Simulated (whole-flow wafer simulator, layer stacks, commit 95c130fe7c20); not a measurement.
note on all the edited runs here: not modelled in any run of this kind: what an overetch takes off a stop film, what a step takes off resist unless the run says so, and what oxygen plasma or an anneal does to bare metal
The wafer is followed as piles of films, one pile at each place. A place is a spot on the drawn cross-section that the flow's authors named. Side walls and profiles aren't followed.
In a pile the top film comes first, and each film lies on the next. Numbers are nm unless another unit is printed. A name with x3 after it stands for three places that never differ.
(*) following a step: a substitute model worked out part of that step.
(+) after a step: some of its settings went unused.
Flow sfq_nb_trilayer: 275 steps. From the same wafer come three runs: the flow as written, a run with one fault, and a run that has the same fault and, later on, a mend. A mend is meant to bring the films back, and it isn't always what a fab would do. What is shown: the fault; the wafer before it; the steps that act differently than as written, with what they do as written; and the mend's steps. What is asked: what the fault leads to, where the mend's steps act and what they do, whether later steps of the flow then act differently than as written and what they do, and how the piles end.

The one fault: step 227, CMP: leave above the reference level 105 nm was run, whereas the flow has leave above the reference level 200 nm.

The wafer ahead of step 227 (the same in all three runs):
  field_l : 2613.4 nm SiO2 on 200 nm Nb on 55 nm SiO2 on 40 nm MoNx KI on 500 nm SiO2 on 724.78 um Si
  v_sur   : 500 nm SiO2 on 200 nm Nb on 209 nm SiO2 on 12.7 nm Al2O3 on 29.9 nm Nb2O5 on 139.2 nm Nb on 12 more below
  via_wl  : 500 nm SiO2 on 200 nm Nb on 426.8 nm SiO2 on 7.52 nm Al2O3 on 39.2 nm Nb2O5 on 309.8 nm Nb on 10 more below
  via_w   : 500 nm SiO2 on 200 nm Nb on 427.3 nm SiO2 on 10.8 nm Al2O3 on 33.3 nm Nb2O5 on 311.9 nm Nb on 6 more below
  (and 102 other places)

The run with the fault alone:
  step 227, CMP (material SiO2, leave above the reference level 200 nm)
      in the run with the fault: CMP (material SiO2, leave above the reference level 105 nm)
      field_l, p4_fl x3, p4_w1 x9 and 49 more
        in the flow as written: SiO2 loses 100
        in the run with the fault: SiO2 loses 195
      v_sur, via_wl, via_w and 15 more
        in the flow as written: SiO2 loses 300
        in the run with the fault: SiO2 loses 395
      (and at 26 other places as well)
  Steps later in the flow that act otherwise than as written (4 more steps, not shown, differ only slightly: by at most 2% or 0.5 nm, whichever is larger):
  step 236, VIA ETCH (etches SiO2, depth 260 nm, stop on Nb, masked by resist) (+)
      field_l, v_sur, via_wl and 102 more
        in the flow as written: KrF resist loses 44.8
        in the run with the fault: KrF resist loses 27.1
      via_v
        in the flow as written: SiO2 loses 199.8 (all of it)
        in the run with the fault: SiO2 loses 104.8 (all of it)
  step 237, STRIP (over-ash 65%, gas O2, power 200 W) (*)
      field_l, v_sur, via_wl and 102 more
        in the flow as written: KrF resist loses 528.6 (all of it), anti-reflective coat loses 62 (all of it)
        in the run with the fault: KrF resist loses 546.3 (all of it), anti-reflective coat loses 62 (all of it)
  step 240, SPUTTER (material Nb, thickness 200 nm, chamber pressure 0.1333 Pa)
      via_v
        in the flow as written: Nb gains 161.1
        in the run with the fault: Nb gains 184.5
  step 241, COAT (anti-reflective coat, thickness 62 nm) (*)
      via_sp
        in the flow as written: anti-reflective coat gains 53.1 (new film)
        in the run with the fault: anti-reflective coat gains 51.6 (new film)
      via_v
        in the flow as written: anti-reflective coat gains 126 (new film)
        in the run with the fault: anti-reflective coat gains 108.8 (new film)
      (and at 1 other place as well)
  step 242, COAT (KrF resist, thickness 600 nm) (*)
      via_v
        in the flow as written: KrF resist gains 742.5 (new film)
        in the run with the fault: KrF resist gains 656.6 (new film)
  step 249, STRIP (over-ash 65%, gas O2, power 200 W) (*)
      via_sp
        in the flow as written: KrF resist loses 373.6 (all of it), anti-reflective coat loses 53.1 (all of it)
        in the run with the fault: KrF resist loses 382.7 (all of it), anti-reflective coat loses 51.6 (all of it)
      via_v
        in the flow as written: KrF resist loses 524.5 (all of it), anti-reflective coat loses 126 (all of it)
        in the run with the fault: KrF resist loses 438.9 (all of it), anti-reflective coat loses 108.8 (all of it)
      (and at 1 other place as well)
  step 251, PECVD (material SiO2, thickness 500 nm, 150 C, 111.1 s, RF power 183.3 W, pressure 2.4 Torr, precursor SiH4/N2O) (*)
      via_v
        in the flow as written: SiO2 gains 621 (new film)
        in the run with the fault: SiO2 gains 500 (new film)
  The piles end different from the flow's at field_l, v_sur, via_wl and 103 more by more than 2% or 0.5 nm, whichever is larger.
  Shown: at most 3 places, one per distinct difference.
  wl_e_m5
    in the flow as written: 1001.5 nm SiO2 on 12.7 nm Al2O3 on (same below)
    in the run with the fault: 906.5 nm SiO2 on 12.7 nm Al2O3 on (same below)
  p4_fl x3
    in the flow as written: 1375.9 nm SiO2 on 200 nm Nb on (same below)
    in the run with the fault: 1280.9 nm SiO2 on 200 nm Nb on (same below)
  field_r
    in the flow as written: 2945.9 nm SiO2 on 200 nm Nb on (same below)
    in the run with the fault: 2850.9 nm SiO2 on 200 nm Nb on (same below)

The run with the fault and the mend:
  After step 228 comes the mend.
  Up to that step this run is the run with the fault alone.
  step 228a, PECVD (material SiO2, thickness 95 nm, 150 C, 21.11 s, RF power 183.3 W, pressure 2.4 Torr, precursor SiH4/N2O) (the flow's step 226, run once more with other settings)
      field_l, v_sur, via_wl and 103 more
        SiO2 gains 95
  Later steps of the flow that are run all act as written at every place that is followed.
  At every place that both follow, the piles at the end match the flow's.
